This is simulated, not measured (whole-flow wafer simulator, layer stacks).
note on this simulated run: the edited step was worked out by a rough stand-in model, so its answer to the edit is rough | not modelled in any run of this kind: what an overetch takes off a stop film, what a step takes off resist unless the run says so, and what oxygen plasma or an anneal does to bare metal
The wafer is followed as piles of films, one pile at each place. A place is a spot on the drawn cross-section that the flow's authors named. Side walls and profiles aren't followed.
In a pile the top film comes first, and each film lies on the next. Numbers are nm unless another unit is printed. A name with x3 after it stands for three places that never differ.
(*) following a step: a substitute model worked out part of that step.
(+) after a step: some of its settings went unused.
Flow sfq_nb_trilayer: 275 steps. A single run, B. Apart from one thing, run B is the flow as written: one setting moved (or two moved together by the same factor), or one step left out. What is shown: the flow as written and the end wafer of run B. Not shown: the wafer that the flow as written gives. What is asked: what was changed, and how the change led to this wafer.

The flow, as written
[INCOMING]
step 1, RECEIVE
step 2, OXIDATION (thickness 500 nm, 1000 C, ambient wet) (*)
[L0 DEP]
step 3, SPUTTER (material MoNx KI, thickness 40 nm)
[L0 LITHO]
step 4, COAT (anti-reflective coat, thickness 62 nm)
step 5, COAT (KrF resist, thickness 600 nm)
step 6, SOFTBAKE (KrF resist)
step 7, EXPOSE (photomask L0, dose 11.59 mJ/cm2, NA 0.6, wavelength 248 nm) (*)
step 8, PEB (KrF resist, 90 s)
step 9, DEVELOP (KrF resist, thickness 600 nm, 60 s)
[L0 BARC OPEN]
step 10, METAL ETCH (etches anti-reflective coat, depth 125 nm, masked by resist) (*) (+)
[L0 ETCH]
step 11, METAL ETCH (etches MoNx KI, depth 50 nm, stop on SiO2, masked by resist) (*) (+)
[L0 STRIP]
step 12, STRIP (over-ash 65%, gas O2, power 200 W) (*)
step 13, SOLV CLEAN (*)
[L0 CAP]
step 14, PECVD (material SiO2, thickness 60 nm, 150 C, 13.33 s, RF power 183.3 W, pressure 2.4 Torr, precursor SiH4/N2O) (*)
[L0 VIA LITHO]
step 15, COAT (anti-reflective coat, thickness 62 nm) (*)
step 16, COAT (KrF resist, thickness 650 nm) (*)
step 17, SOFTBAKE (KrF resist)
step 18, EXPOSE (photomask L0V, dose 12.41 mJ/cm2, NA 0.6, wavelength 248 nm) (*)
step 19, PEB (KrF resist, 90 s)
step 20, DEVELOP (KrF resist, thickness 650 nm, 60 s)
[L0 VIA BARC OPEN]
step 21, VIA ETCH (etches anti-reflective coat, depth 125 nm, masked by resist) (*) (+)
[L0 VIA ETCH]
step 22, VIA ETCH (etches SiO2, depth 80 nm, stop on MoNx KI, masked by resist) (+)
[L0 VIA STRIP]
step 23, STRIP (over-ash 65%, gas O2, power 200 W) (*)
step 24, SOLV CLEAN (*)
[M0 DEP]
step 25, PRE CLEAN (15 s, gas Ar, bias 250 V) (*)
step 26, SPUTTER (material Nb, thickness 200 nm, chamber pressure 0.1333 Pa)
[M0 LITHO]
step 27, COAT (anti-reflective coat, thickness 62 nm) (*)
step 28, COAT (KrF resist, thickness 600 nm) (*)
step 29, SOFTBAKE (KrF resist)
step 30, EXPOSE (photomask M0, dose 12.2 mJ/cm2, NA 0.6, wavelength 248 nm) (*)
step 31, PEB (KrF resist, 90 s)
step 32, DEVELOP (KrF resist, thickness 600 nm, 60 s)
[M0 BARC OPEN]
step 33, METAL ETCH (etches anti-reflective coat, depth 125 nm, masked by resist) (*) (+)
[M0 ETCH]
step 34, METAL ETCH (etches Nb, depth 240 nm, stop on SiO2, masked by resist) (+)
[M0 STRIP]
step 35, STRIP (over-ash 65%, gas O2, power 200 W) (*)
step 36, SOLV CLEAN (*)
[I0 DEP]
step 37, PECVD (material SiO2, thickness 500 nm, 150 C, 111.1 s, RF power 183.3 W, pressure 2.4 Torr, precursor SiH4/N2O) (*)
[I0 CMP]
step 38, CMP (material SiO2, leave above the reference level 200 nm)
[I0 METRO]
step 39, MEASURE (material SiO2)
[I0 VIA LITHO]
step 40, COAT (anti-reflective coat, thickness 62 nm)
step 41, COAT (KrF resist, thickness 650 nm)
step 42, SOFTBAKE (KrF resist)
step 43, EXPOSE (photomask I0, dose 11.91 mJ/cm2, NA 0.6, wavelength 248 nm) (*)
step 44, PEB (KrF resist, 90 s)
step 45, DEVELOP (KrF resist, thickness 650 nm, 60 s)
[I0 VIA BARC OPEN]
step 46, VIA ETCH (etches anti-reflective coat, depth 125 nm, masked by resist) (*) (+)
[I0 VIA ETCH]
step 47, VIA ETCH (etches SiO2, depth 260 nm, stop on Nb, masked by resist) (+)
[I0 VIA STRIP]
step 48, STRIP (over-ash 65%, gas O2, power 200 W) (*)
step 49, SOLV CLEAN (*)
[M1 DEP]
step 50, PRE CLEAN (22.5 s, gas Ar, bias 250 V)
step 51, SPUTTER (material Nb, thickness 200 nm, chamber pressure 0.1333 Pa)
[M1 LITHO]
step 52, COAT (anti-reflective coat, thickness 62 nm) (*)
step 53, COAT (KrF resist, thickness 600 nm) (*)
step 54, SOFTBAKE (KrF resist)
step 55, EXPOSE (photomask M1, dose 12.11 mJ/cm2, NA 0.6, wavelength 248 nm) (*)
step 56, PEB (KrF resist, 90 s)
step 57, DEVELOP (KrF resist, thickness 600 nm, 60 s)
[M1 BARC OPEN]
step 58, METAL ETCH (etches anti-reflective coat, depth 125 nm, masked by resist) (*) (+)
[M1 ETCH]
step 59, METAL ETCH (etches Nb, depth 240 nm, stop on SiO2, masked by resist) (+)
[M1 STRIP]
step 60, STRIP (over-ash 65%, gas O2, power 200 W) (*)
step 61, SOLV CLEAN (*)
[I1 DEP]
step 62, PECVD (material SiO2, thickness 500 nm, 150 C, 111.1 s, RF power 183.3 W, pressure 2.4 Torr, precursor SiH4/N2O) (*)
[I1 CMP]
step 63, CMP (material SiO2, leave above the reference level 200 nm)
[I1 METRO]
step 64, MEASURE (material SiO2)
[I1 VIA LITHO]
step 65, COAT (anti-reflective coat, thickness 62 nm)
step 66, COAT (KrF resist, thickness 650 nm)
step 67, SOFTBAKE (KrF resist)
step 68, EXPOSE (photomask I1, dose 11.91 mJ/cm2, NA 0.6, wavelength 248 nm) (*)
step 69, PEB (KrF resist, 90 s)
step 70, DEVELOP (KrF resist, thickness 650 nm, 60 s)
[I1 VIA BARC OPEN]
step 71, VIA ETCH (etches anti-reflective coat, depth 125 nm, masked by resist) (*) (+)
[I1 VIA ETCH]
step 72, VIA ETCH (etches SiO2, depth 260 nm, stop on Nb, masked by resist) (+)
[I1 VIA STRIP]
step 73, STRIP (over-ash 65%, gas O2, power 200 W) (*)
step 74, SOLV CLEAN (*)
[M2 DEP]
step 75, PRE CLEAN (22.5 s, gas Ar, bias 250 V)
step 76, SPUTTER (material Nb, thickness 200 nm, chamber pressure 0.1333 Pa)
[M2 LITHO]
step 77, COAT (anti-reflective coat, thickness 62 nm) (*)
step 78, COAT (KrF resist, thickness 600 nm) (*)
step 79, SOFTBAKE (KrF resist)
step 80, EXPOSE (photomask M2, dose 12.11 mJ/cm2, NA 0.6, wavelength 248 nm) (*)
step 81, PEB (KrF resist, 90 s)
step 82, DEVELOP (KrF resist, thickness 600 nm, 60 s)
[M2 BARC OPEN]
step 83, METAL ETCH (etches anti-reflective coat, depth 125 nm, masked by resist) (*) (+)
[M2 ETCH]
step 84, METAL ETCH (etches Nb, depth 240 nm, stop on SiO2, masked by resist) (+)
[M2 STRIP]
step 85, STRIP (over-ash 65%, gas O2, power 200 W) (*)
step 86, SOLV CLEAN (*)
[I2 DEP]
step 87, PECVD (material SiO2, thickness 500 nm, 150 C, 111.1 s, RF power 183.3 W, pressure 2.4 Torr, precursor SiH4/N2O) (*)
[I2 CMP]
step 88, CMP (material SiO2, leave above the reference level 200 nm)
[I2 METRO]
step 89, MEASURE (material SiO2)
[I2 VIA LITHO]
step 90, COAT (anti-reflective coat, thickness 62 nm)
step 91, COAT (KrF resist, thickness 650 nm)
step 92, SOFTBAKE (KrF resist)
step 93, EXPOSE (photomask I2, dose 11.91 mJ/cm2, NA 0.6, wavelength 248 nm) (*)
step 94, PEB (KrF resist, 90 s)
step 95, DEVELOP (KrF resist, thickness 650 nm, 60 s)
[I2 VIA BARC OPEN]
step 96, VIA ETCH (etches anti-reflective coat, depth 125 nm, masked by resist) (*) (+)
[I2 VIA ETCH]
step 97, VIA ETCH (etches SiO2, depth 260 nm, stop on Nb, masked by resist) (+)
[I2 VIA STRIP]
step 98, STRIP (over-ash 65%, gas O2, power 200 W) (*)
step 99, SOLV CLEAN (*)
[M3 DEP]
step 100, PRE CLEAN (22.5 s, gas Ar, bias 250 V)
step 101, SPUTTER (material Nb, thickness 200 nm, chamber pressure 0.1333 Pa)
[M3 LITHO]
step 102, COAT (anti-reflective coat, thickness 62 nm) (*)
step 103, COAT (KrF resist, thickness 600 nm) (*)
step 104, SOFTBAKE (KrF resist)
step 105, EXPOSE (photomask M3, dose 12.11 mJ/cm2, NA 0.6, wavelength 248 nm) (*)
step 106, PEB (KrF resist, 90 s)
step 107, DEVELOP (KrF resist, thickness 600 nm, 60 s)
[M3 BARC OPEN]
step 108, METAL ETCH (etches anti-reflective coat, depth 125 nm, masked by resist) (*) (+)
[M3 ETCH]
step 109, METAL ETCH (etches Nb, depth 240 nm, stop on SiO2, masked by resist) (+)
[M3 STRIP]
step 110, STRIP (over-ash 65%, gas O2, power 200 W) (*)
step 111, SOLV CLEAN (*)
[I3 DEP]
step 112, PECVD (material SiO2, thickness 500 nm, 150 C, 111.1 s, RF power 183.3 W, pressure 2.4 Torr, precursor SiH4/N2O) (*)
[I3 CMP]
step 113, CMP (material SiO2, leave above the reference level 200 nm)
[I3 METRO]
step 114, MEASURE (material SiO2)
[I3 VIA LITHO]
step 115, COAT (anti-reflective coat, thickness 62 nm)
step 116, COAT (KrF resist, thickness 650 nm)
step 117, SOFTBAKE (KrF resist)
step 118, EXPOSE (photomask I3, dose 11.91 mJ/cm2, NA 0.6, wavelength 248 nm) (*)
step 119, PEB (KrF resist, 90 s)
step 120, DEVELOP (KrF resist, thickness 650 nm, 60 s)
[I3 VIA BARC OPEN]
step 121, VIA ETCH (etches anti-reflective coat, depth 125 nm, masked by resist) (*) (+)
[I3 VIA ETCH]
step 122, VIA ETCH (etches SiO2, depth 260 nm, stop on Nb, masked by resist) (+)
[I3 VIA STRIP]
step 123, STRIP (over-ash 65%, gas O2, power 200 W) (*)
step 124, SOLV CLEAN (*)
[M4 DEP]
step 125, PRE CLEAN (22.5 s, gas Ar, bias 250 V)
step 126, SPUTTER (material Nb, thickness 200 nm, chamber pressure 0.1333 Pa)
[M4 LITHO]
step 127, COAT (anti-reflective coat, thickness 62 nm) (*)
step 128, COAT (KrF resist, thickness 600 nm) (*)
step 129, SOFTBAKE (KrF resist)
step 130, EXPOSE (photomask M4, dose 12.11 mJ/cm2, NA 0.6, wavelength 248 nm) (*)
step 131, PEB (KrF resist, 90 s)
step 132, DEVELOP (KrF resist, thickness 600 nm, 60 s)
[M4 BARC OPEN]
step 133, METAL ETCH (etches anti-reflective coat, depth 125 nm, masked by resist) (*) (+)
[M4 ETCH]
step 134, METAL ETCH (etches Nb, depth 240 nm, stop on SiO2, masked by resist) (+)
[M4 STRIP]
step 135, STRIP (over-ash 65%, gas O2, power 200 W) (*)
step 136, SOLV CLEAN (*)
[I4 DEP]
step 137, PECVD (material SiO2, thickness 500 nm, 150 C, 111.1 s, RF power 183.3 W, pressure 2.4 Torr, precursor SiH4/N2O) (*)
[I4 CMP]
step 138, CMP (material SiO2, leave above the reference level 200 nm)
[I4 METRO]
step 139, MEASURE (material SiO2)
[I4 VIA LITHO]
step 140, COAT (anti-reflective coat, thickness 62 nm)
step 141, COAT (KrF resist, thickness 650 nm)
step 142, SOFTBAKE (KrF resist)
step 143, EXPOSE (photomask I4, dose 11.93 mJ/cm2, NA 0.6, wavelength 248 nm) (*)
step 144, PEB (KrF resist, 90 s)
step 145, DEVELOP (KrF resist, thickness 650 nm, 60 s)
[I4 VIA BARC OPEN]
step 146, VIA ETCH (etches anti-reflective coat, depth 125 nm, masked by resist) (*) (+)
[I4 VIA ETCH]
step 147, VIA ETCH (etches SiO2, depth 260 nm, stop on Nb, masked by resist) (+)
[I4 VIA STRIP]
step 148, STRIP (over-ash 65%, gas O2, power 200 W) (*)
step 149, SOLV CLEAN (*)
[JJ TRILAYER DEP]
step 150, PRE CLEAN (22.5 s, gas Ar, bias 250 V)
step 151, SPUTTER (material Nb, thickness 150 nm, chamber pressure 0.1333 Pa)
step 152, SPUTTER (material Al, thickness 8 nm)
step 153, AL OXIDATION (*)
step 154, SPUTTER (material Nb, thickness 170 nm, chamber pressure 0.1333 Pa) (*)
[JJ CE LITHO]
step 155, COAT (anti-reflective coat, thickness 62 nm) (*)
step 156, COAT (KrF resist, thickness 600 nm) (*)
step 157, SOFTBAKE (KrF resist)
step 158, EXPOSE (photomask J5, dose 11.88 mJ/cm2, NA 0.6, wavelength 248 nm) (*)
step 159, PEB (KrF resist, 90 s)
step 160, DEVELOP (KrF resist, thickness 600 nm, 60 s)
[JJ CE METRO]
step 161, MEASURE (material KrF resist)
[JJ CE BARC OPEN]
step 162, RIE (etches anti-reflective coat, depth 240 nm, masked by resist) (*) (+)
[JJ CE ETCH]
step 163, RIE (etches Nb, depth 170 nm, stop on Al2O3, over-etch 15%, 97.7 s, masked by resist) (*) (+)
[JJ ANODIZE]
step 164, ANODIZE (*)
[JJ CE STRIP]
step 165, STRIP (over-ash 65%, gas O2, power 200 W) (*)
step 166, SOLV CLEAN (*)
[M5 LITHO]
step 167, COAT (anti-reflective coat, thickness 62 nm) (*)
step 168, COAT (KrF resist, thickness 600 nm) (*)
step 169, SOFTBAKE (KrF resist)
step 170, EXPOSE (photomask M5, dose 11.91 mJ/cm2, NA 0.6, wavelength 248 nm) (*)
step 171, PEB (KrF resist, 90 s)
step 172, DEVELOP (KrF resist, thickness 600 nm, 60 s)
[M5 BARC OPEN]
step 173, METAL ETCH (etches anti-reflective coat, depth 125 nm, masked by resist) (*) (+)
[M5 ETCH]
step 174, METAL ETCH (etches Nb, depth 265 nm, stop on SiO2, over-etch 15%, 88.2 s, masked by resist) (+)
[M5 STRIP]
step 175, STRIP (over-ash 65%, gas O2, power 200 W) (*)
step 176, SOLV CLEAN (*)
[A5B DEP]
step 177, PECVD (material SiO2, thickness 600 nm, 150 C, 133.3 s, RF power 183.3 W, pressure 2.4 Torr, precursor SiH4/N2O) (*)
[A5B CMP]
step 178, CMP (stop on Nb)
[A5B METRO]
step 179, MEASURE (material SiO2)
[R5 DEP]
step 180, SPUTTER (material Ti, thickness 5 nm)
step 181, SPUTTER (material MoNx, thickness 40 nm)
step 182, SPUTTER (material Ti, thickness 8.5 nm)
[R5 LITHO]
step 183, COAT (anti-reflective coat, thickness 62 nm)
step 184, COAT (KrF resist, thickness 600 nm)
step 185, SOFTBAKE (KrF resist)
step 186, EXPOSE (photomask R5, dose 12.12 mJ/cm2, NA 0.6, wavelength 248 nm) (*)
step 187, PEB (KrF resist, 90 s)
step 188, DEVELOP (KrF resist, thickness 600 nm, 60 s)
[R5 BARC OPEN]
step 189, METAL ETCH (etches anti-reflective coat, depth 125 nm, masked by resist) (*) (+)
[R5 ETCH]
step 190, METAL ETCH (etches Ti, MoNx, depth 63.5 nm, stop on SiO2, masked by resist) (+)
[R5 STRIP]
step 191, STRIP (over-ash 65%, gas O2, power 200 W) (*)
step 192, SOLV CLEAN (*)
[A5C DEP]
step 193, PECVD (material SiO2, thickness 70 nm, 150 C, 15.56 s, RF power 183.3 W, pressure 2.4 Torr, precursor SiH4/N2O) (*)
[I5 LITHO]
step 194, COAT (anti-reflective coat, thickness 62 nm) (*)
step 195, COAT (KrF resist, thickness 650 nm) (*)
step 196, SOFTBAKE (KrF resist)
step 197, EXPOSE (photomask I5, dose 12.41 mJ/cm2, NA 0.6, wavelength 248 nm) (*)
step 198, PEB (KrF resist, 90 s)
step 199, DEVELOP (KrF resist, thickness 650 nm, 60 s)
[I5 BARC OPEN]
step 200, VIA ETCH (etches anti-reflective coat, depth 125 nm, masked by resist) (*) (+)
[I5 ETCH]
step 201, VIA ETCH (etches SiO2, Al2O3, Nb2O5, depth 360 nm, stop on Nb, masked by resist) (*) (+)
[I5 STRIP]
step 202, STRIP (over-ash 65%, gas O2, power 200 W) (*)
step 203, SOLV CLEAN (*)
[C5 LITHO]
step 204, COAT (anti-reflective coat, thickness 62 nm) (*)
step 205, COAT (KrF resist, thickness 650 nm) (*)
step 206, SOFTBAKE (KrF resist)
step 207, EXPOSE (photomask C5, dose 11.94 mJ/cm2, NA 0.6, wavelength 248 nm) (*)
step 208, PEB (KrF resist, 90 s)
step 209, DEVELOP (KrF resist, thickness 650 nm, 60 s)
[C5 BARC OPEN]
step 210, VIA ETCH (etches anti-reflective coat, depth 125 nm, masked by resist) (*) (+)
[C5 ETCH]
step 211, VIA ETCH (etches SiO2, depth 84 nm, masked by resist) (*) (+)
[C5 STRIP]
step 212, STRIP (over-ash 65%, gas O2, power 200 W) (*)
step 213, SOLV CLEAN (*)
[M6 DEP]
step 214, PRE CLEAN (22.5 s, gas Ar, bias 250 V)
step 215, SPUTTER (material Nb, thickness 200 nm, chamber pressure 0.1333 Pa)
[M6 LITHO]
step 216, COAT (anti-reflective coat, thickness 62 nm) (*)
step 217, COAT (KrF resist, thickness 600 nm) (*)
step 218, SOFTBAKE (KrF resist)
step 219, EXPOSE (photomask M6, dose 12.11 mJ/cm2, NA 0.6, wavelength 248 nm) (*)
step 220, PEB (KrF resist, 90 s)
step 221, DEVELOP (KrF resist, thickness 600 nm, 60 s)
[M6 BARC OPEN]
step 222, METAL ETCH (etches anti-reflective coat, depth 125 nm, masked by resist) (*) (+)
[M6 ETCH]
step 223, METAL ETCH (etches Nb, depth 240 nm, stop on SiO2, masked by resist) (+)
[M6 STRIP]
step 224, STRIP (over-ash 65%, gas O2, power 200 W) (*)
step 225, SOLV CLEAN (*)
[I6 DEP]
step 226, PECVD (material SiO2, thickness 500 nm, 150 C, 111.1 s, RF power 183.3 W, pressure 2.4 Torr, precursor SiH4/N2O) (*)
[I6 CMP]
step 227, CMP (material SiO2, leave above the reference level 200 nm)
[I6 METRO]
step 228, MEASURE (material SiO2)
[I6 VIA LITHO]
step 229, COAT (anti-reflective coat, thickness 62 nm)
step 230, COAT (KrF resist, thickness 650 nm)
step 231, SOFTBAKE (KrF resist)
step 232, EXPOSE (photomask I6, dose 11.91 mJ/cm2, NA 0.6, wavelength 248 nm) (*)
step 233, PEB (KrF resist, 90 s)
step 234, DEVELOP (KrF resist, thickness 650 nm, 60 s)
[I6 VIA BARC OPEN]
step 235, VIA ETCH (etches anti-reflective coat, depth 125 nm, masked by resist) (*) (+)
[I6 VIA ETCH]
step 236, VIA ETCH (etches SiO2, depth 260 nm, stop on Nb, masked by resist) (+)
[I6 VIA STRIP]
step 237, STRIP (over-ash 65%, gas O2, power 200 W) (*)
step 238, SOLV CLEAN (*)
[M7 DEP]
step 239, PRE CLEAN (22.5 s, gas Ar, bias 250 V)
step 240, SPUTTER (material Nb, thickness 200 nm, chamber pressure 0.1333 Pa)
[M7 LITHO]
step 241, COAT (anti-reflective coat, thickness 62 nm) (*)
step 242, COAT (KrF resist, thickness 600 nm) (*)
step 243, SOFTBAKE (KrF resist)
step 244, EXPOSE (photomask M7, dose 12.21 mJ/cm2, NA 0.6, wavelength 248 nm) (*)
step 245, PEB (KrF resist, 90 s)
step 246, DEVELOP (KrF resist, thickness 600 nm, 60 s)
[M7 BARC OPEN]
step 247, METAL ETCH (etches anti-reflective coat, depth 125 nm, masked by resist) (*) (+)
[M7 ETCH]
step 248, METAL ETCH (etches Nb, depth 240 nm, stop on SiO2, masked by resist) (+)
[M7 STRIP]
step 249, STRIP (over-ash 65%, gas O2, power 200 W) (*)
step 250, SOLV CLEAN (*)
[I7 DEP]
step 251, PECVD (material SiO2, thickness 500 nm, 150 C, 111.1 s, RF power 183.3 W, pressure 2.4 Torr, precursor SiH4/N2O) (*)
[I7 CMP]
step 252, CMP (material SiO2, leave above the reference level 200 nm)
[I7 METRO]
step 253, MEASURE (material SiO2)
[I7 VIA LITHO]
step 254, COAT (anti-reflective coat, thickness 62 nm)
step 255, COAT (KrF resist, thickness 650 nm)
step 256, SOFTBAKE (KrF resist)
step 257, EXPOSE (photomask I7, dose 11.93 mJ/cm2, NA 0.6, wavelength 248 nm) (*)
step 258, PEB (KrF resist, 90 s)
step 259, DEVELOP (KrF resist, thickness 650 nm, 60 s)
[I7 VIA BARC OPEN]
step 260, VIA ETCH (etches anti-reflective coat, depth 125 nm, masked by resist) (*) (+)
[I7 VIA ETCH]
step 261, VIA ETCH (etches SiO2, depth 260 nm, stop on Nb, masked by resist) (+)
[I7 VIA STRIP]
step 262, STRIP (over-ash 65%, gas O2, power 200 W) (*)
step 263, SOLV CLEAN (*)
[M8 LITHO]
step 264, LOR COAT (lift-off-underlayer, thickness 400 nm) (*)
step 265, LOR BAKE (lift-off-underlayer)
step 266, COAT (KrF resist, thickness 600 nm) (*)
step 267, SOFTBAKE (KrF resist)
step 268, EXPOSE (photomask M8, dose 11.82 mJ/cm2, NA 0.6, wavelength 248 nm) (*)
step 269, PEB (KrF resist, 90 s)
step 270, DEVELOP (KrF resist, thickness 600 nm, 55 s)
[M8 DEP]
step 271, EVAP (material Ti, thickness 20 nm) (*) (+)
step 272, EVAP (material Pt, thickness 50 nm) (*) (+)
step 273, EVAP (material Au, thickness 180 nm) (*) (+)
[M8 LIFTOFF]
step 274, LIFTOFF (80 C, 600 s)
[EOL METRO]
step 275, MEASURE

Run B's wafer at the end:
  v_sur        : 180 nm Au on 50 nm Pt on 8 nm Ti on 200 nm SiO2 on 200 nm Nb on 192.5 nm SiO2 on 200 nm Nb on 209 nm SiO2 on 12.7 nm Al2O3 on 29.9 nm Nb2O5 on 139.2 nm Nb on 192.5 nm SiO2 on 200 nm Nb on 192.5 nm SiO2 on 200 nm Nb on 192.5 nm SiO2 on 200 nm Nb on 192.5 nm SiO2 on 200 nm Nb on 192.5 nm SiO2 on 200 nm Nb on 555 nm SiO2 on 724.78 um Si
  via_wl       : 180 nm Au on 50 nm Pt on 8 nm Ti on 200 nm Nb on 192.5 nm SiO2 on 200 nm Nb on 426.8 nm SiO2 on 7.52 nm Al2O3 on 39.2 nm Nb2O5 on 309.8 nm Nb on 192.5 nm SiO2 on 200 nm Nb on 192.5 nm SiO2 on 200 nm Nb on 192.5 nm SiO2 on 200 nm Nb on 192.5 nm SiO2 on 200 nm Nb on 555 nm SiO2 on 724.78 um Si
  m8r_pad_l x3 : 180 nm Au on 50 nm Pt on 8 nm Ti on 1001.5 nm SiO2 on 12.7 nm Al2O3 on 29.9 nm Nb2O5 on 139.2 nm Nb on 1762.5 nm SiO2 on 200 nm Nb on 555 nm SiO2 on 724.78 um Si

Cause: step 271, EVAP: thickness 8 nm was run, though the flow has thickness 20 nm.
One can read it off the wafer: v_sur has Ti 8, and step 271 as written asks for 20 nm.

The path from the change to this, step by step:
  step 271, EVAP (material Ti, thickness 20 nm) (*) (+)
      field_l, v_sur, via_wl and 103 more: Ti gains 8 (new film) (it would be, as written: Ti gains 20 (new film))
  step 274, LIFTOFF (80 C, 600 s)
      p4_fl x3, p4_w1 x9, p4_g1 x2 and 60 more: Au loses 180 (all of it), Pt loses 50 (all of it), Ti loses 8 (all of it), KrF resist loses 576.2 (all of it), lift-off-underlayer loses 400 (all of it) (it would be, as written: Au loses 180 (all of it), Pt loses 50 (all of it), Ti loses 20 (all of it), KrF resist loses 576.2 (all of it), lift-off-underlayer loses 400 (all of it))
      c5j, ce_r: Au loses 180 (all of it), Pt loses 50 (all of it), Ti loses 8 (all of it), KrF resist loses 573.3 (all of it), lift-off-underlayer loses 399.3 (all of it) (it would be, as written: Au loses 180 (all of it), Pt loses 50 (all of it), Ti loses 20 (all of it), KrF resist loses 573.3 (all of it), lift-off-underlayer loses 399.3 (all of it))
      (also at 19 further places)
